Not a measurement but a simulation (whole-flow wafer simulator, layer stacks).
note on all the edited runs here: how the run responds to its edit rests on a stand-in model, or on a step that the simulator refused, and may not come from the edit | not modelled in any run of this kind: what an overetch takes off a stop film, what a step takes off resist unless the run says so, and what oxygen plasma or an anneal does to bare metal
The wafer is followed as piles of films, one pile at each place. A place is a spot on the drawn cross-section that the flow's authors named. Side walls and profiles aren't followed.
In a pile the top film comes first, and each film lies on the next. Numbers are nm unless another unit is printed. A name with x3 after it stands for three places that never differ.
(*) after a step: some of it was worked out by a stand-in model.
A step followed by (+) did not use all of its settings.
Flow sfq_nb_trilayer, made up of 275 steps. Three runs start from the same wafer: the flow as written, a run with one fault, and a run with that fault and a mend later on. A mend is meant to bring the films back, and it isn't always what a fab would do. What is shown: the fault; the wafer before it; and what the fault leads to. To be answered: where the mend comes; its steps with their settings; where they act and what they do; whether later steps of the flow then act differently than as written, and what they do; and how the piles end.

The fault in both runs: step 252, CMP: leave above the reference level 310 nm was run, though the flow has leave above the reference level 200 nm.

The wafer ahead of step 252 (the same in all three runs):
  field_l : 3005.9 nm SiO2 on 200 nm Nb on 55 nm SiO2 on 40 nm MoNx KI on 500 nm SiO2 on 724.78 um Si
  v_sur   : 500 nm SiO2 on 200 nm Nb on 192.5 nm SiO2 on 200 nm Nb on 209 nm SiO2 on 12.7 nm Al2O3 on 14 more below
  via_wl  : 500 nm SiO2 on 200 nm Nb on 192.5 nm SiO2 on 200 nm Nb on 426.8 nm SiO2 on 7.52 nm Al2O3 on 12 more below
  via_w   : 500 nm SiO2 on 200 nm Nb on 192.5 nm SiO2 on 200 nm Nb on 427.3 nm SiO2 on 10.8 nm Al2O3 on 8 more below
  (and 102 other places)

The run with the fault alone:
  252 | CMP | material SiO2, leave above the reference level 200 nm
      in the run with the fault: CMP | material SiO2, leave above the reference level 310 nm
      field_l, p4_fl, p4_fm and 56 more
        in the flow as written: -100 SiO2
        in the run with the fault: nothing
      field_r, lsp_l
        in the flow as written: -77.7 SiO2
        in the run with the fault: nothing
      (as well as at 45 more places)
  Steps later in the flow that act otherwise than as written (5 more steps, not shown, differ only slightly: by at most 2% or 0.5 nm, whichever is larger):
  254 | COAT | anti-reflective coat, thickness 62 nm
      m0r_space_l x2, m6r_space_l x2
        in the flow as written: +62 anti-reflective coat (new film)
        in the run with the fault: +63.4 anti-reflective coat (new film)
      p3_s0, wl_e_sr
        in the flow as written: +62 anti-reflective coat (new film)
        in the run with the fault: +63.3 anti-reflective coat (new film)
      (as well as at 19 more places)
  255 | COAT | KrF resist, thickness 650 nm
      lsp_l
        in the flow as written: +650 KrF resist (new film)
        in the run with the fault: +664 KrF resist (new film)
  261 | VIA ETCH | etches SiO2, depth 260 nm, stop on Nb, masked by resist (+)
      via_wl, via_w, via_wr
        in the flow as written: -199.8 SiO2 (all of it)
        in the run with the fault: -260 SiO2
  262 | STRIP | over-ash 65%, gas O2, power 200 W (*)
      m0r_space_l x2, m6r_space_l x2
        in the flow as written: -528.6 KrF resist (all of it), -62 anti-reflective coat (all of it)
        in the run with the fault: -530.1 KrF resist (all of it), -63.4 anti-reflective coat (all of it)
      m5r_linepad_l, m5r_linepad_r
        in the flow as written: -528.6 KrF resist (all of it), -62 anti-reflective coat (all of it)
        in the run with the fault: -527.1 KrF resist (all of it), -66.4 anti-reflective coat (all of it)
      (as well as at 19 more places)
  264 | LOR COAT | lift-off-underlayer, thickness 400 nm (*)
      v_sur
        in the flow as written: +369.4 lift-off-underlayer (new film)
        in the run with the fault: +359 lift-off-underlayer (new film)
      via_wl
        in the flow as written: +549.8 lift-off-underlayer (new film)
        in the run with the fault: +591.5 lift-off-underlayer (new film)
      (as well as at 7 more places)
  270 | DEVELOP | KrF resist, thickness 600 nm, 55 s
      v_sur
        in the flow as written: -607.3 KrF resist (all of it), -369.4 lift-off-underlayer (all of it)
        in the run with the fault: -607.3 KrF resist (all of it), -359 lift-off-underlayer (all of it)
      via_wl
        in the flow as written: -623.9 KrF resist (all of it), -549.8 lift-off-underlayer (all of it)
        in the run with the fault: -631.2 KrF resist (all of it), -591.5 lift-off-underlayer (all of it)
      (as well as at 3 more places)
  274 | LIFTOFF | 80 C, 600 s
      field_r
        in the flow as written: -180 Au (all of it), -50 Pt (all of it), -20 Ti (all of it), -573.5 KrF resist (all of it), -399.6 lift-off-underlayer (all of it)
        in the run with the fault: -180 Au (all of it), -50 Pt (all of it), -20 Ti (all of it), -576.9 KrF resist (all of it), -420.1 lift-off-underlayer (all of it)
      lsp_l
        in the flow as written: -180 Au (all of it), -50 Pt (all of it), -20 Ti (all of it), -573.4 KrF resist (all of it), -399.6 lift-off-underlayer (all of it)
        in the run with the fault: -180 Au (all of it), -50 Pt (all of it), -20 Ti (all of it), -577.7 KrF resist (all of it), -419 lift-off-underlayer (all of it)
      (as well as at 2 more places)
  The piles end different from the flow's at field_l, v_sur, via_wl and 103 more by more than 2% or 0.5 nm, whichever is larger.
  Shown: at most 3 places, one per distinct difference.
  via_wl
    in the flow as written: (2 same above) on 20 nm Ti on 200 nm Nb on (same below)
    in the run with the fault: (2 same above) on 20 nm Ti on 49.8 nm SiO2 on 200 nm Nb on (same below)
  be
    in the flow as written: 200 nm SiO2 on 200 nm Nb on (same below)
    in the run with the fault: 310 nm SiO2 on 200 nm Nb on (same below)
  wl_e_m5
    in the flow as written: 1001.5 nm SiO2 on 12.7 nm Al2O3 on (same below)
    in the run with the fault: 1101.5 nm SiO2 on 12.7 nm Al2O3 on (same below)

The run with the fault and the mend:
  The mend stands after step 259.
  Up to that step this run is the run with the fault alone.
  259a | STRIP | over-ash 65%, gas O2, power 200 W (*)
      wire, be, gap, jj_sur, ce_l, c5j
        -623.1 KrF resist (all of it), -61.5 anti-reflective coat (all of it)
      p4_w1, p3_s3, p3_l4, p3_s4
        -625.4 KrF resist (all of it), -62.1 anti-reflective coat (all of it)
      p4_w2, p4_g2, p4_w3, p4_fr
        -625.2 KrF resist (all of it), -62 anti-reflective coat (all of it)
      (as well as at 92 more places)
  259b | CMP | material SiO2, leave above the reference level 200 nm (the flow's step 252 again)
      field_l, p4_fl, p4_fm and 56 more
        -100 SiO2
      v_sur, via_wl, via_w and 40 more
        -110 SiO2
      field_r, lsp_l
        -77.7 SiO2
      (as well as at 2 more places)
  259c | COAT | anti-reflective coat, thickness 62 nm (the flow's step 254 again)
      field_l, v_sur, via_wl and 103 more
        +62 anti-reflective coat (new film)
  259d | COAT | KrF resist, thickness 650 nm (the flow's step 255 again)
      field_l, v_sur, via_wl and 103 more
        +650 KrF resist (new film)
  259e | SOFTBAKE | KrF resist (the flow's step 256 again)
      does not change any film at any place that is followed
  259f | EXPOSE | photomask I7, dose 11.93 mJ/cm2, NA 0.6, wavelength 248 nm (*) (the flow's step 257 again)
      does not change any film at any place that is followed
  259g | PEB | KrF resist, 90 s (the flow's step 258 again)
      field_l, v_sur, via_wl and 103 more
        -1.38 KrF resist
  259h | DEVELOP | KrF resist, thickness 650 nm, 60 s (the flow's step 259 again)
      field_l, v_sur, via_sp and 100 more
        -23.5 KrF resist
      via_wl, via_w, via_wr
        -648.6 KrF resist (all of it)
  Every later step of the flow that is run acts as written at every place that is followed.
  At every place that both follow, the piles at the end match the flow's.
